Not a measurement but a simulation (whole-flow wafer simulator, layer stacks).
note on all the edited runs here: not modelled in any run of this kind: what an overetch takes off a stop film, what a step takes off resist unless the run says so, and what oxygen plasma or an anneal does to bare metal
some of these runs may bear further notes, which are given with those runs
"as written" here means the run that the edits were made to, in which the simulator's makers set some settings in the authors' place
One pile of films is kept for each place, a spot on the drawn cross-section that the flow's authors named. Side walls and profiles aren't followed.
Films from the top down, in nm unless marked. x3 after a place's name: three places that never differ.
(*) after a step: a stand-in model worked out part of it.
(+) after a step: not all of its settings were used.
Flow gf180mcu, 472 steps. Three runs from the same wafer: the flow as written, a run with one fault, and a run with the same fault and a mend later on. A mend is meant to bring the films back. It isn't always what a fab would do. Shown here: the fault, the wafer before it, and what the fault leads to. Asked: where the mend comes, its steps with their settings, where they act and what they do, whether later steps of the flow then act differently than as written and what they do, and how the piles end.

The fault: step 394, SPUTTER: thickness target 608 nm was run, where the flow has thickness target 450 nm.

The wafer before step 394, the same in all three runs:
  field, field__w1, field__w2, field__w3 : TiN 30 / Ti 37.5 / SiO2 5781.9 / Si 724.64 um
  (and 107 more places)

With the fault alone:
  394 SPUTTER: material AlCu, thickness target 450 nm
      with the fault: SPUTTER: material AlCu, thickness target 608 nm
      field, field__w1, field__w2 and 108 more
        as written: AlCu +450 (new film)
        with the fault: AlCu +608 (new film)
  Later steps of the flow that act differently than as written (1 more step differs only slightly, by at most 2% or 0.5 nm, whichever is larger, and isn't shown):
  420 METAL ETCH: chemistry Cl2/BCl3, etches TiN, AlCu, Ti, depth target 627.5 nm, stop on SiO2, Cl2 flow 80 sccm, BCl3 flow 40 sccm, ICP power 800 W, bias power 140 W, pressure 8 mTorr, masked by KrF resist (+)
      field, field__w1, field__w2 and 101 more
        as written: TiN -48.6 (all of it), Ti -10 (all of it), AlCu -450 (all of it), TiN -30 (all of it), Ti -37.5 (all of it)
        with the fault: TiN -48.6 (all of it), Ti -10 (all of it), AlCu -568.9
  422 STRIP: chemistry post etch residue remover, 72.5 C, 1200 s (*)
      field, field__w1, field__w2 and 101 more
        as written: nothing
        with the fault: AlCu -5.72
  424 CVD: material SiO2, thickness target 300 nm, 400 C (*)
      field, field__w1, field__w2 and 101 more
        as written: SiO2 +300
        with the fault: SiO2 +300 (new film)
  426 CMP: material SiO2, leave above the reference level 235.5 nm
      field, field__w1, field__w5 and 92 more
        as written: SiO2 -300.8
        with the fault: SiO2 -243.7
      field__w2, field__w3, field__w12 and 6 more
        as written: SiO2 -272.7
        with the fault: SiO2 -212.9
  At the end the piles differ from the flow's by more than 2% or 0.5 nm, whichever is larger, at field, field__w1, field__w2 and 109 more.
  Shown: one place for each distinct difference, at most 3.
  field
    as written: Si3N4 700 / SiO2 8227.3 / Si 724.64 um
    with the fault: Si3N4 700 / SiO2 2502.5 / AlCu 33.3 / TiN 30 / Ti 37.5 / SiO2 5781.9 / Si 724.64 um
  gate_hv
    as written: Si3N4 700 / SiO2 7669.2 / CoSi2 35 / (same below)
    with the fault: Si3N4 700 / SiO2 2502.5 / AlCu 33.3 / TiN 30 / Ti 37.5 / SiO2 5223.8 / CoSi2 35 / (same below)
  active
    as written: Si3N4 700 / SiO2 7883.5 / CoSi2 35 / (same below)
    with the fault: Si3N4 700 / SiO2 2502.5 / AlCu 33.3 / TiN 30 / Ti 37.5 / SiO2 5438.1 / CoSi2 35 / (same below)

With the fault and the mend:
  The mend comes after step 394.
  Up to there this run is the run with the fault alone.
  394a METAL ETCH: chemistry Cl2/BCl3, etches TiN, AlCu, Ti, depth target 158 nm, Cl2 flow 80 sccm, BCl3 flow 40 sccm, ICP power 800 W, bias power 140 W, pressure 8 mTorr (the flow's step 260 once more, with other settings)
      field, field__w1, field__w2 and 108 more
        AlCu -158
  No later step of the flow acts differently than as written at any place that is followed.
  At the end the piles are the same as the flow's at every place that both follow.
